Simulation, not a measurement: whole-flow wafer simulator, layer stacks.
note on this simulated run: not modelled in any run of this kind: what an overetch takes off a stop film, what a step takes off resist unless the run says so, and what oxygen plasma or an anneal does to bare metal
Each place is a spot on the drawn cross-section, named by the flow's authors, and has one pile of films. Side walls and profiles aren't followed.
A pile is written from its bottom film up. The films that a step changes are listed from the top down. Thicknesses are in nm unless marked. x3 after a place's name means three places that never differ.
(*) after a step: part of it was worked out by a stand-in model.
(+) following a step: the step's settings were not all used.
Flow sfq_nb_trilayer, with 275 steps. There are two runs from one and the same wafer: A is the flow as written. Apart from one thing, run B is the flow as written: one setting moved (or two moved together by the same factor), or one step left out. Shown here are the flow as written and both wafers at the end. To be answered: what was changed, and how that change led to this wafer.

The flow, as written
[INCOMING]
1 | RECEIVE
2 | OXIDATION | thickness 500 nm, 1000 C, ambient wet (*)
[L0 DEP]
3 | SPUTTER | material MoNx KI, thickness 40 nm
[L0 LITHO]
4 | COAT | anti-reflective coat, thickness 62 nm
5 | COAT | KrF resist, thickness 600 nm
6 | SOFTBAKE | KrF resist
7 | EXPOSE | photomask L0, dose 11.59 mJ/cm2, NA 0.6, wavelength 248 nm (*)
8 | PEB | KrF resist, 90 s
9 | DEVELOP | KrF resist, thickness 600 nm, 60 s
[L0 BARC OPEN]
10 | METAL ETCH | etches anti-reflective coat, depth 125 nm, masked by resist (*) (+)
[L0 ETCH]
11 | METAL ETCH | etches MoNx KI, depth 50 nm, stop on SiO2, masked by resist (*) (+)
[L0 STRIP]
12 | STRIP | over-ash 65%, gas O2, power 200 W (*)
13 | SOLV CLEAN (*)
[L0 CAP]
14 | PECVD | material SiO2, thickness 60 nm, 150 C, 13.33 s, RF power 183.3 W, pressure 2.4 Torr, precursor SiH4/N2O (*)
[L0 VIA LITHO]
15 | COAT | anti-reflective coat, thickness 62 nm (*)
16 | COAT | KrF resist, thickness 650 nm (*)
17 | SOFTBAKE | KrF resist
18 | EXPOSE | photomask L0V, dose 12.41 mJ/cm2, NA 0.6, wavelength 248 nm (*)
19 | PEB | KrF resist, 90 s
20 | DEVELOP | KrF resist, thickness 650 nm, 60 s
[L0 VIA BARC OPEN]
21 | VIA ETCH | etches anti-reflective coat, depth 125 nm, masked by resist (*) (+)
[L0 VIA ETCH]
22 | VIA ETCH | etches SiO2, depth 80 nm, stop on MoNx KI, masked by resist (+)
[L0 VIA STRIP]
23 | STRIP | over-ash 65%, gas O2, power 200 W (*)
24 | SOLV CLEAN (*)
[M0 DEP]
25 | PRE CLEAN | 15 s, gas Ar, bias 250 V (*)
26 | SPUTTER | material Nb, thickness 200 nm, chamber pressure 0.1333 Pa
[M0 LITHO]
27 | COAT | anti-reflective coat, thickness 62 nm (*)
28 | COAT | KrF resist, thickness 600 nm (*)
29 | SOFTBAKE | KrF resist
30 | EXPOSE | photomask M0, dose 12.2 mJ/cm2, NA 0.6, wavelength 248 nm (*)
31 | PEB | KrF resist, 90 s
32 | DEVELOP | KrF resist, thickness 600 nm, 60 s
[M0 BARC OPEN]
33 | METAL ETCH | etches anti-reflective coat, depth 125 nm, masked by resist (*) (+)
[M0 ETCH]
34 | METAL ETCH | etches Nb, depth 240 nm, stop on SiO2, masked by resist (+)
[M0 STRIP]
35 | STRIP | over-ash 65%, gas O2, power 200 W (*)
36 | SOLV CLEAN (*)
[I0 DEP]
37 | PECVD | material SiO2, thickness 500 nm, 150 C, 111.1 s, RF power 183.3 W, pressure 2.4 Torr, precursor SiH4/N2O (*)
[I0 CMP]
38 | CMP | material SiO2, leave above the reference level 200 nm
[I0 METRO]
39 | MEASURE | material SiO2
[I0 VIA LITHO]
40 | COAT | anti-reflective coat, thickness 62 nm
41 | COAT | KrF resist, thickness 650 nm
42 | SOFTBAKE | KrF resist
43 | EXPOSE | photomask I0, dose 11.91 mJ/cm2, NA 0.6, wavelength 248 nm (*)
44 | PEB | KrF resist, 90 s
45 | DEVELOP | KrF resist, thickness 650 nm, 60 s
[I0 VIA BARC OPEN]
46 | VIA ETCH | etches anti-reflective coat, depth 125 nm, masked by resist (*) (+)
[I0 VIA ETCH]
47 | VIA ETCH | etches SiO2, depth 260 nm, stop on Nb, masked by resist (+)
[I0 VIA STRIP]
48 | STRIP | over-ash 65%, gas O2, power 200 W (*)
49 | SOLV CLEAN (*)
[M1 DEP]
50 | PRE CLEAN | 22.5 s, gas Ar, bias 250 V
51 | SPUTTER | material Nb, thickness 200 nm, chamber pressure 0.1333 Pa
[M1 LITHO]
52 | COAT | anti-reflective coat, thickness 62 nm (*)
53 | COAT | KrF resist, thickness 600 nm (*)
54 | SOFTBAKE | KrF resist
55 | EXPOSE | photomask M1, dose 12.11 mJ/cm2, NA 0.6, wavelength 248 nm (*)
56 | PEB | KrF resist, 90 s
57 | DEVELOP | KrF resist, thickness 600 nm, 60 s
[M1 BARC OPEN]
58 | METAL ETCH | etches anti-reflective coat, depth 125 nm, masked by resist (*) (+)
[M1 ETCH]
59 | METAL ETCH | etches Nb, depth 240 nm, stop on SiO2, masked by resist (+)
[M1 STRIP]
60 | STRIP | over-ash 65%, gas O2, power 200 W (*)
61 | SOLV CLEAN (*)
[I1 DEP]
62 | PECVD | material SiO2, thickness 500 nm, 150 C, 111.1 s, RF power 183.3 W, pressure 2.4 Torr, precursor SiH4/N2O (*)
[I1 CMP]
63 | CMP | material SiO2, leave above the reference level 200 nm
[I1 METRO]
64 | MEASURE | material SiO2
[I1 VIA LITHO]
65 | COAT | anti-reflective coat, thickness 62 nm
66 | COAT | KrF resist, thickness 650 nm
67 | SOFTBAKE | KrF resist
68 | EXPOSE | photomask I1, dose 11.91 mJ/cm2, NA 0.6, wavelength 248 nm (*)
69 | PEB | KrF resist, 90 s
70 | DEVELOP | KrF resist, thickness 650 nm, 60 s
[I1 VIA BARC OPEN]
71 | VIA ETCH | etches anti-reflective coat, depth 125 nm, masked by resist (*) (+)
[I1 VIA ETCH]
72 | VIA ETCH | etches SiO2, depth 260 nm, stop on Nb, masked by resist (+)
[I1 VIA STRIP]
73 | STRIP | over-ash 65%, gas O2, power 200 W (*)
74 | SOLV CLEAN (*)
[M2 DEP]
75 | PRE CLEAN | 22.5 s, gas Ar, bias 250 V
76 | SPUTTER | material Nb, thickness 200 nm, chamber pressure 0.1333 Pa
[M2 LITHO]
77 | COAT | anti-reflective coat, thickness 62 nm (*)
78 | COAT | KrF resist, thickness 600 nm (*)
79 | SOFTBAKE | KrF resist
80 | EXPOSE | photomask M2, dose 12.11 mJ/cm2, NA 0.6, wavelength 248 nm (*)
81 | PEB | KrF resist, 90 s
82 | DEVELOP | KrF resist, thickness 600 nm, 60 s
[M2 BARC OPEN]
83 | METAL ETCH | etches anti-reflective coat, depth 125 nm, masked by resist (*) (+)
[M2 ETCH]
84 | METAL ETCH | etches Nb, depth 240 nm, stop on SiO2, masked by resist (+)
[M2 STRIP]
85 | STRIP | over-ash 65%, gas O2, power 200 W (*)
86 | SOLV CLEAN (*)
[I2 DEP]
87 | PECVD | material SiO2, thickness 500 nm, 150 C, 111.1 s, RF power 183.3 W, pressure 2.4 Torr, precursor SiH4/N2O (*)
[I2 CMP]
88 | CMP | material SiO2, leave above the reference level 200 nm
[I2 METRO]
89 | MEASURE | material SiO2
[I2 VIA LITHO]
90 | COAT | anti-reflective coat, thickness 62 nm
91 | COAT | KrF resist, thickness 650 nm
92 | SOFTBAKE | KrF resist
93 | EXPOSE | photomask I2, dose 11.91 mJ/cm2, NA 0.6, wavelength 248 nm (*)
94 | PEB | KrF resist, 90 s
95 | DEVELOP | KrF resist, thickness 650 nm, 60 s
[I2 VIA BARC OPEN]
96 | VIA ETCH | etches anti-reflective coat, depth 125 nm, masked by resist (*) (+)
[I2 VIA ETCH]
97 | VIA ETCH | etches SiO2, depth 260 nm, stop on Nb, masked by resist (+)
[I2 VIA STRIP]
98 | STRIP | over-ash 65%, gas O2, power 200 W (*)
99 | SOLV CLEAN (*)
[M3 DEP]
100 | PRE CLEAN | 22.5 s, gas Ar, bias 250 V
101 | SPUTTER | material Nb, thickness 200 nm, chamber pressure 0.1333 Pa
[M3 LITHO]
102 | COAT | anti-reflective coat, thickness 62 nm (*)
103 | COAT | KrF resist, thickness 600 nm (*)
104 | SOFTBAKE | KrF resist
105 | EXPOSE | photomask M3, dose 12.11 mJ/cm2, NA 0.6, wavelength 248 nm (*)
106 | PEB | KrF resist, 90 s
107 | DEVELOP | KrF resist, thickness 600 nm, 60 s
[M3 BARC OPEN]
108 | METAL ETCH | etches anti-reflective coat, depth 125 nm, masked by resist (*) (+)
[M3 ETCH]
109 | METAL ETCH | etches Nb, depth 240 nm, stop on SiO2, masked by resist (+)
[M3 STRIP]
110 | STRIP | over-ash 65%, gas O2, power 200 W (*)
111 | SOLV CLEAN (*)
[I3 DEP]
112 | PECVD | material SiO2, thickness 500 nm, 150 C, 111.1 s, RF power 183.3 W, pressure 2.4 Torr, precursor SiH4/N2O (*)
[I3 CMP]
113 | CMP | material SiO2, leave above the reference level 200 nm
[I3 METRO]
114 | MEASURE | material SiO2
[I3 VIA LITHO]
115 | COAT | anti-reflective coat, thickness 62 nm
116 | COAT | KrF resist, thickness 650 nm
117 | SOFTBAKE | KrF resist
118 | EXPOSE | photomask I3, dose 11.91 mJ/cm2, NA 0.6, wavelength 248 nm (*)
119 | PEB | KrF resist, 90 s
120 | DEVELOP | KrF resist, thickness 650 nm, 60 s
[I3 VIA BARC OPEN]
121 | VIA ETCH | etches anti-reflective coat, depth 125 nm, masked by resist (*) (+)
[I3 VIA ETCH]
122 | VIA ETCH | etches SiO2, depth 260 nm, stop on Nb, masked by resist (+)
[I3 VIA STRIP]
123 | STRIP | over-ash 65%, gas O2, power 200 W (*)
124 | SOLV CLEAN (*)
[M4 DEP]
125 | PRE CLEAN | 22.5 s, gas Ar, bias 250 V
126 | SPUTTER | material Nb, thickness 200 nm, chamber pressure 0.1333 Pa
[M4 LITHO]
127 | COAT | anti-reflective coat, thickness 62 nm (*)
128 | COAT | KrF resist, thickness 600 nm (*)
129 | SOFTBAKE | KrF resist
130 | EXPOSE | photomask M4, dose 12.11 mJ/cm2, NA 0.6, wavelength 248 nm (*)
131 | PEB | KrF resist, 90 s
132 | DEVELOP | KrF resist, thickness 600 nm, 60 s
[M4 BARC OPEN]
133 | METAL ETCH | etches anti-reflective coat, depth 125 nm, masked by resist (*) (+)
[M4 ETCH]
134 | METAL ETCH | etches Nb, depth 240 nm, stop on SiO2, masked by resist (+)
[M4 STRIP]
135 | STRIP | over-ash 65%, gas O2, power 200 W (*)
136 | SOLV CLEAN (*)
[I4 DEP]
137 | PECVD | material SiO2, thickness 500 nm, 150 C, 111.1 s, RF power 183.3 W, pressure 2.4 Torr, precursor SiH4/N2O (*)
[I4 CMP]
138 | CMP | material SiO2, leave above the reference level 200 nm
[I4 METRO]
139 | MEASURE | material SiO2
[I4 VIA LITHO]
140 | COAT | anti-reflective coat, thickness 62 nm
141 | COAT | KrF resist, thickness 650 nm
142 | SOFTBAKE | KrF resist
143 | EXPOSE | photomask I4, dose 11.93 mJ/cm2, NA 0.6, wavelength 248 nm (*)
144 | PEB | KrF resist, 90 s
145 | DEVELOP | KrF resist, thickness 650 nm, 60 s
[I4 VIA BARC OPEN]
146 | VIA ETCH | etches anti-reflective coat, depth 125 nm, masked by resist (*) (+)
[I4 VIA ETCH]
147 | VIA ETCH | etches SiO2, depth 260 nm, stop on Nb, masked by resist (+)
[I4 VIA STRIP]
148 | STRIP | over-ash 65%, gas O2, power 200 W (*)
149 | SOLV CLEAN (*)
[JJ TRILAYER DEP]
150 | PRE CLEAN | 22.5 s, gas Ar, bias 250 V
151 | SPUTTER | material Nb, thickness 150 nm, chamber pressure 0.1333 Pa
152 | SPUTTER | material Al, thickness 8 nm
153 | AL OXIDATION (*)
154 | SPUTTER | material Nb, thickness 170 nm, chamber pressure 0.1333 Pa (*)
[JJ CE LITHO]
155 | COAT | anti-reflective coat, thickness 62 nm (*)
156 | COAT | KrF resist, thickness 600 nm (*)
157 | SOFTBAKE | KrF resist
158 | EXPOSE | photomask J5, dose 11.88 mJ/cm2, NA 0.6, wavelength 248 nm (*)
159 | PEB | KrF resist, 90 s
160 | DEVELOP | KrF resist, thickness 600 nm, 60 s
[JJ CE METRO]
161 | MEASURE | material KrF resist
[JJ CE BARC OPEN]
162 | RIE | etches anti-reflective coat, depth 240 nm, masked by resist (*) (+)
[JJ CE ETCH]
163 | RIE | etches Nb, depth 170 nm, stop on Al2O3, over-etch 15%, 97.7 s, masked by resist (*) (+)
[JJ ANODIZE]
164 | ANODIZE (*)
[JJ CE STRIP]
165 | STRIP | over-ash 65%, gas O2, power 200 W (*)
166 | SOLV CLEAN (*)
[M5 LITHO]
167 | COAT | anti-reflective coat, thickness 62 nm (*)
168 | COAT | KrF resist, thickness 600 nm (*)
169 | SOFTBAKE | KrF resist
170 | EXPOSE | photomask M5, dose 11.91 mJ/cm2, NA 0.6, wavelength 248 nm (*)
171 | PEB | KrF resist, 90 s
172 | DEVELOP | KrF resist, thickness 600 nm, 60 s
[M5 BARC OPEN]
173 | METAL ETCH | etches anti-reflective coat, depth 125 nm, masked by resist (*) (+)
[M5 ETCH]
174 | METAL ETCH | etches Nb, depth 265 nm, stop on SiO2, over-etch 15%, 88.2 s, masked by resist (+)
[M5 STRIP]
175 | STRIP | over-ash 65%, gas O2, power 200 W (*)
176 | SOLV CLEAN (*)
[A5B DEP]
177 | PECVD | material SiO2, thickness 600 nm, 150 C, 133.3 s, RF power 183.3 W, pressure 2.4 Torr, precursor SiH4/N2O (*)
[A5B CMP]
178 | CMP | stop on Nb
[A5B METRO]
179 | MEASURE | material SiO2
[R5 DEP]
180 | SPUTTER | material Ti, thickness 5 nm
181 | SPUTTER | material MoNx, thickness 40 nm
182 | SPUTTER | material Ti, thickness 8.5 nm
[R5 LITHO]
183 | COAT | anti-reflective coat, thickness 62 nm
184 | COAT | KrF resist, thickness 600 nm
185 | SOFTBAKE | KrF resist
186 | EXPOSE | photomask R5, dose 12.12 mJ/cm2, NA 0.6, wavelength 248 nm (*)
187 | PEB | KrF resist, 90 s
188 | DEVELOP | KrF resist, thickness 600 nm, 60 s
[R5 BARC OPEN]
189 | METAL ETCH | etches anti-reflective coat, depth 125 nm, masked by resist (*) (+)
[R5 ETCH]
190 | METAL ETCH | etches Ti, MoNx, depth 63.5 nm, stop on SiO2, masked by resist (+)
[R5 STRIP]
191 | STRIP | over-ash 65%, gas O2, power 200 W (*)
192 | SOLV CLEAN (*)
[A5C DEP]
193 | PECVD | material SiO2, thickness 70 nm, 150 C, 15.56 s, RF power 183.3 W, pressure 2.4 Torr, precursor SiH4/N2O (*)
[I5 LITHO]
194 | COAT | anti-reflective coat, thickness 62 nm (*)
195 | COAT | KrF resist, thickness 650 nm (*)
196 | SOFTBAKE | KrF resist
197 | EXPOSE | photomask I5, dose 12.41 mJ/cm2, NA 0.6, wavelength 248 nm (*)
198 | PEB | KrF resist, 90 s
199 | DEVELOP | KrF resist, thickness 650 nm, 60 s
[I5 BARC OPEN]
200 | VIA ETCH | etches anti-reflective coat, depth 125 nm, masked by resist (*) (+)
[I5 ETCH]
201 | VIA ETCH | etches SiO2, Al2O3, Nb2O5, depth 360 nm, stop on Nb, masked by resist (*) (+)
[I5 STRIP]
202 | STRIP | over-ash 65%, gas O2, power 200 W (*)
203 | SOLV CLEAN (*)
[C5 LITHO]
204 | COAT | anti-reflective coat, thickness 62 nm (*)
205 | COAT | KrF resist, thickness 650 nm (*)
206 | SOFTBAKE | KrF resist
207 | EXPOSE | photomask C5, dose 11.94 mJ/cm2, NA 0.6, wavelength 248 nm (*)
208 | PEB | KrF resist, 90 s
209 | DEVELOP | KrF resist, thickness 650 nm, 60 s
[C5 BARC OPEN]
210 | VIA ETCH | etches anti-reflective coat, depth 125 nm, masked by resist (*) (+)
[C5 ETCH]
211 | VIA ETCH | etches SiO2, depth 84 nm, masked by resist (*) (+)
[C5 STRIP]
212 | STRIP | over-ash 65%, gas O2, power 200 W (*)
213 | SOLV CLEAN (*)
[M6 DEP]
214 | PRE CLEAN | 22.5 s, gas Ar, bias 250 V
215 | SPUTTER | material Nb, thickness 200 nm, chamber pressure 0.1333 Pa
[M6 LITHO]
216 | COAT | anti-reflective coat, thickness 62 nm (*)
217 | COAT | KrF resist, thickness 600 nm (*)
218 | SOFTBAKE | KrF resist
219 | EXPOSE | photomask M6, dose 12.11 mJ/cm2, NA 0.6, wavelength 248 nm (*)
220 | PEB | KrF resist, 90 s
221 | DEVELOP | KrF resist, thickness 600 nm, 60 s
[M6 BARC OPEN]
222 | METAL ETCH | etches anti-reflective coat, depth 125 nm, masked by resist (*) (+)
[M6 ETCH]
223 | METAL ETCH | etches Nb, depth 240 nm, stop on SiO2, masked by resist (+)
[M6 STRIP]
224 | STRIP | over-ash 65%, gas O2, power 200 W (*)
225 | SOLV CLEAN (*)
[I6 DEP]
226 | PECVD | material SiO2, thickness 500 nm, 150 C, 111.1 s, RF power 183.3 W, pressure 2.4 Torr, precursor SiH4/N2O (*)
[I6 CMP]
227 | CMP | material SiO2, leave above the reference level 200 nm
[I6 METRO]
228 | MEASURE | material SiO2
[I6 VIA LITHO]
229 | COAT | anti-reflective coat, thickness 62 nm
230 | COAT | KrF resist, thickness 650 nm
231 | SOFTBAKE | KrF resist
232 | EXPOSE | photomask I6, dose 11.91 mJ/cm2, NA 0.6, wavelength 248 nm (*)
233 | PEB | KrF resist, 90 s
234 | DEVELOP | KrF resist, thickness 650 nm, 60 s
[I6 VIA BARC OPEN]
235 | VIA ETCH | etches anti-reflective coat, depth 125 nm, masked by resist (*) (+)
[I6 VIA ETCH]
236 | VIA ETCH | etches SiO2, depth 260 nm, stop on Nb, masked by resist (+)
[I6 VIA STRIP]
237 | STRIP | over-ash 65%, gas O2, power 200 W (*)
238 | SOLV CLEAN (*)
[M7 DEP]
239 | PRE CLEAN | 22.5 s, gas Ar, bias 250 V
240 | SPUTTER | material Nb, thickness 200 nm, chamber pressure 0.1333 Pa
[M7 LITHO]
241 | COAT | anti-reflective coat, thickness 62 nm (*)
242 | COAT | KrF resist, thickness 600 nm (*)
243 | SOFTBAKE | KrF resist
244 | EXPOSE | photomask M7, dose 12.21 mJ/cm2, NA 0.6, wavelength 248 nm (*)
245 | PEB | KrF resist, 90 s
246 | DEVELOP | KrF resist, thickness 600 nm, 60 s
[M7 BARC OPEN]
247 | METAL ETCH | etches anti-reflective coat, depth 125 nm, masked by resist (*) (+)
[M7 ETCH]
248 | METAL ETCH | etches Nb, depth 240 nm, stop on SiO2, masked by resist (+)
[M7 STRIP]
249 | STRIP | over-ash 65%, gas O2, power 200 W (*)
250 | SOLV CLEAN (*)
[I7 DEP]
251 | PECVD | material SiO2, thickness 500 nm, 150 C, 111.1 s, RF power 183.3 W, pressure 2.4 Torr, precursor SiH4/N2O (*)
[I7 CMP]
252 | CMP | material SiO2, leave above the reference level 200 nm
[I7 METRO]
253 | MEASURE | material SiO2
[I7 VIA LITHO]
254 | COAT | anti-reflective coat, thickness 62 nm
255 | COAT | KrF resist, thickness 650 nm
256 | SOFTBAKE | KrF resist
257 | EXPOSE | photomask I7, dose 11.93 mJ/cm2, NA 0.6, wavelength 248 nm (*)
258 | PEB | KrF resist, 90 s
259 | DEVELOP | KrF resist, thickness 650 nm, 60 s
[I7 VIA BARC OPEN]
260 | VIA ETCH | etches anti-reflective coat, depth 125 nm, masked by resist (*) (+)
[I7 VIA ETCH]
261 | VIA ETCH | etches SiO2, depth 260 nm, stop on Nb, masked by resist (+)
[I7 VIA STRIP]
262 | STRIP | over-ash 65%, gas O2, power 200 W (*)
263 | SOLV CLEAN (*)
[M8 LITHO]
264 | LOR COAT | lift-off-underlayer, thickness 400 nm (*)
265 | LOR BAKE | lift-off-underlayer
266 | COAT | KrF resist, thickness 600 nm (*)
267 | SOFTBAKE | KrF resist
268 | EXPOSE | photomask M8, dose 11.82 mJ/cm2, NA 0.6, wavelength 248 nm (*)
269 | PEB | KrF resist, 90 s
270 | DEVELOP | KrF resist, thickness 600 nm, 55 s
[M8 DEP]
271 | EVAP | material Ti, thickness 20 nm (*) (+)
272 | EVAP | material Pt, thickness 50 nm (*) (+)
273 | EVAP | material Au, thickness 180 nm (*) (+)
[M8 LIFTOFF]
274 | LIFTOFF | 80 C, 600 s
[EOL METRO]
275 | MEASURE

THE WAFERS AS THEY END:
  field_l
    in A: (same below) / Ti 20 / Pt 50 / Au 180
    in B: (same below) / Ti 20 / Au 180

Cause: step 272, EVAP: material Pt, thickness 50 nm (*) (+), was skipped.

Step by step, how the change led to this:
  274 | LIFTOFF | 80 C, 600 s
      p4_fl, p4_fm, p4_w1 and 71 more: A Au loses 180 (all of it), Pt loses 50 (all of it), Ti loses 20 (all of it), KrF resist loses 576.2 (all of it), lift-off-underlayer loses 400 (all of it) | B Au loses 180 (all of it), Ti loses 20 (all of it), KrF resist loses 576.2 (all of it), lift-off-underlayer loses 400 (all of it)
      c5j, ce_r: A Au loses 180 (all of it), Pt loses 50 (all of it), Ti loses 20 (all of it), KrF resist loses 573.3 (all of it), lift-off-underlayer loses 399.3 (all of it) | B Au loses 180 (all of it), Ti loses 20 (all of it), KrF resist loses 573.3 (all of it), lift-off-underlayer loses 399.3 (all of it)
      (and at 19 other places as well)
